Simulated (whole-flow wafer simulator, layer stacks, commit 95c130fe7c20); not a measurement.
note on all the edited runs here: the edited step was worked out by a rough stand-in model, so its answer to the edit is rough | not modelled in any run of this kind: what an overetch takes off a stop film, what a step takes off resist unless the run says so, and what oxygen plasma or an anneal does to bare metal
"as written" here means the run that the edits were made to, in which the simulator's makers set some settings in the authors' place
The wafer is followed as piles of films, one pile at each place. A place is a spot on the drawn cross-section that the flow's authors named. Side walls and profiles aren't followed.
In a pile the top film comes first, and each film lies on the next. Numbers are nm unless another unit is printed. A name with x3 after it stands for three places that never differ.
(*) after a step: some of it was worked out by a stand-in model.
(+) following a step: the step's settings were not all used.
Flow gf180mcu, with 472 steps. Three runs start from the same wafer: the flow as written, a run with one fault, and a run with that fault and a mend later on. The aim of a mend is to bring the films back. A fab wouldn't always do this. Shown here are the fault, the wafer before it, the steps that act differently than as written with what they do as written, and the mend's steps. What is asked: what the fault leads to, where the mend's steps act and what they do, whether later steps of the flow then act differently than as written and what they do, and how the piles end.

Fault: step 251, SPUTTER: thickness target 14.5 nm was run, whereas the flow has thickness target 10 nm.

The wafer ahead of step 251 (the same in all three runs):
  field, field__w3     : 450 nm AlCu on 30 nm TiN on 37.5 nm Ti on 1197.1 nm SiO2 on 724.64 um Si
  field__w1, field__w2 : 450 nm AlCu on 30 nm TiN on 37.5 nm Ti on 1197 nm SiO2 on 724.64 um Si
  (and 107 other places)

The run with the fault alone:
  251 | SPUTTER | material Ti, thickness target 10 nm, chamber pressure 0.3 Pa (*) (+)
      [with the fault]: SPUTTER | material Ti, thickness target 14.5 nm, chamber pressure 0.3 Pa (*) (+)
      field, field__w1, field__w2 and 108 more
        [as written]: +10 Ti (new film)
        [with the fault]: +14.5 Ti (new film)
  Steps further on in the flow that do not act as written (not shown: 5 more steps that differ only slightly, by at most 2% or 0.5 nm, whichever is larger):
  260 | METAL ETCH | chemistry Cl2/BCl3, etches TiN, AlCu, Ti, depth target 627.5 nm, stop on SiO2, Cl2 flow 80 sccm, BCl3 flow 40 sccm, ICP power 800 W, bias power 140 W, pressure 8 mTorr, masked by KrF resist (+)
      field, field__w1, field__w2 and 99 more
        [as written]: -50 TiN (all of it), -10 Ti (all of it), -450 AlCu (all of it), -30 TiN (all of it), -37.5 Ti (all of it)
        [with the fault]: -50 TiN (all of it), -14.5 Ti (all of it), -450 AlCu (all of it), -30 TiN (all of it), -37.5 Ti (all of it)
  At field__w8, contact, m1 and 6 more, the piles at the end differ from the flow's by more than 2% or 0.5 nm, whichever is larger.
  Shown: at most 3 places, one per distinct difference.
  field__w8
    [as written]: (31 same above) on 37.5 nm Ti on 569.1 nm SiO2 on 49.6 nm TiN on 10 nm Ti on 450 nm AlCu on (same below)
    [with the fault]: (31 same above) on 37.5 nm Ti on 564.6 nm SiO2 on 49.6 nm TiN on 14.5 nm Ti on 450 nm AlCu on (same below)
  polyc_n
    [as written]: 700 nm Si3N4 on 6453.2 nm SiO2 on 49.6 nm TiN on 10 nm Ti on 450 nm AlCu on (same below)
    [with the fault]: 700 nm Si3N4 on 6448.7 nm SiO2 on 49.6 nm TiN on 14.5 nm Ti on 450 nm AlCu on (same below)
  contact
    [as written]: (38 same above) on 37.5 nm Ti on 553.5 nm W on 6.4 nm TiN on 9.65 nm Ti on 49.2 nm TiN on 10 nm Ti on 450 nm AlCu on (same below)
    [with the fault]: (38 same above) on 37.5 nm Ti on 549 nm W on 6.42 nm TiN on 9.68 nm Ti on 49.2 nm TiN on 14.5 nm Ti on 450 nm AlCu on (same below)

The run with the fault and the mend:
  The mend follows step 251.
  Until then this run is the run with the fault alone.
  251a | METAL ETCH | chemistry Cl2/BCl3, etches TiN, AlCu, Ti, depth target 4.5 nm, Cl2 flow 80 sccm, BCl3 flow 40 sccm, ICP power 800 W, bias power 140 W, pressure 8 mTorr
      field, field__w1, field__w2 and 108 more
        -4.5 Ti
  Later steps of the flow that are run all act as written at every place that is followed.
  By the end, the piles equal the flow's at every place that both follow.
